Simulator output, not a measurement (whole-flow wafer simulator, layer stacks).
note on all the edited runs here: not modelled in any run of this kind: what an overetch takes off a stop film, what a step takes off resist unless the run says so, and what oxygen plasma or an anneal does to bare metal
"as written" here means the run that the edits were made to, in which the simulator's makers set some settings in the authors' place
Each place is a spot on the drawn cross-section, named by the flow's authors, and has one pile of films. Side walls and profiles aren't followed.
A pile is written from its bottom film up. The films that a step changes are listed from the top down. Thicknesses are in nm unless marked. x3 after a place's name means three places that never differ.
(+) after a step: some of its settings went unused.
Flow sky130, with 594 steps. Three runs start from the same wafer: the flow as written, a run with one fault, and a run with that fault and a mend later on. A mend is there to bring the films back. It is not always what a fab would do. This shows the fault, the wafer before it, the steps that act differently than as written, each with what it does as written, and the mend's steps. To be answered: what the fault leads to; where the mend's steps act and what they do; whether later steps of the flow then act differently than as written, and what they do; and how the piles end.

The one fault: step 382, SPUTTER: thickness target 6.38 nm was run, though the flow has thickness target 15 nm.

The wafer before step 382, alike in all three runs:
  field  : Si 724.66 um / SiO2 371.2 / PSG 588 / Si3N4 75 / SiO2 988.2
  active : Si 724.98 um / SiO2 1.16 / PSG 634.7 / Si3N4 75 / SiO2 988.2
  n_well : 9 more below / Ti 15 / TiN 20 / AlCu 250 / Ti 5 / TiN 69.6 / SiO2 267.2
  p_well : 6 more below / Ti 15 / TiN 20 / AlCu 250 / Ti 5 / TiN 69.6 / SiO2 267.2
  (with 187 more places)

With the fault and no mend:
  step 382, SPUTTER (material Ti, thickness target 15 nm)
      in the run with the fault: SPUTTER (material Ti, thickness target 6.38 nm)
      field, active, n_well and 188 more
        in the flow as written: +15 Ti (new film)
        in the run with the fault: +6.38 Ti (new film)
  Later steps of the flow acting differently than as written (8 more steps, not shown, differ only slightly: by at most 2% or 0.5 nm, whichever is larger):
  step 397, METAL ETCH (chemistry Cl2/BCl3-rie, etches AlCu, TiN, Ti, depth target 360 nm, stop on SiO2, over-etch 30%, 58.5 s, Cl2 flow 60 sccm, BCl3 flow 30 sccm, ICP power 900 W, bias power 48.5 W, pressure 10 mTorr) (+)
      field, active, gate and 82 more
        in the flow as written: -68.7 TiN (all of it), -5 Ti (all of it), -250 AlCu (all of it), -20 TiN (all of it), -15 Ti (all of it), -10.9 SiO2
        in the run with the fault: -68.7 TiN (all of it), -5 Ti (all of it), -250 AlCu (all of it), -20 TiN (all of it), -6.38 Ti (all of it), -11.8 SiO2
  By the end, the piles at n_well, p_well, gate_hv and 103 more depart from the flow's by more than 2% or 0.5 nm, whichever is larger.
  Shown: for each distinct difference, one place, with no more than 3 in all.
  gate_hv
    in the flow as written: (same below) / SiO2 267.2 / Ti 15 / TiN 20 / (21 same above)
    in the run with the fault: (same below) / SiO2 267.2 / Ti 6.38 / TiN 20 / (21 same above)
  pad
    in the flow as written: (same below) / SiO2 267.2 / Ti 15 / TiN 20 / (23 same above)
    in the run with the fault: (same below) / SiO2 267.2 / Ti 6.38 / TiN 20 / (23 same above)
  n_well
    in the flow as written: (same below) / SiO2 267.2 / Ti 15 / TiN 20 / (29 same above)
    in the run with the fault: (same below) / SiO2 267.2 / Ti 6.38 / TiN 20 / (29 same above)

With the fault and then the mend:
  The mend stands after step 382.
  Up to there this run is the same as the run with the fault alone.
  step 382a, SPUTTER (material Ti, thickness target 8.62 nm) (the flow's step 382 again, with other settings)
      field, active, n_well and 188 more
        +8.62 Ti
  Later steps of the flow that are run all act as written at every place that is followed.
  The piles end the same as the flow's at every place that both follow.
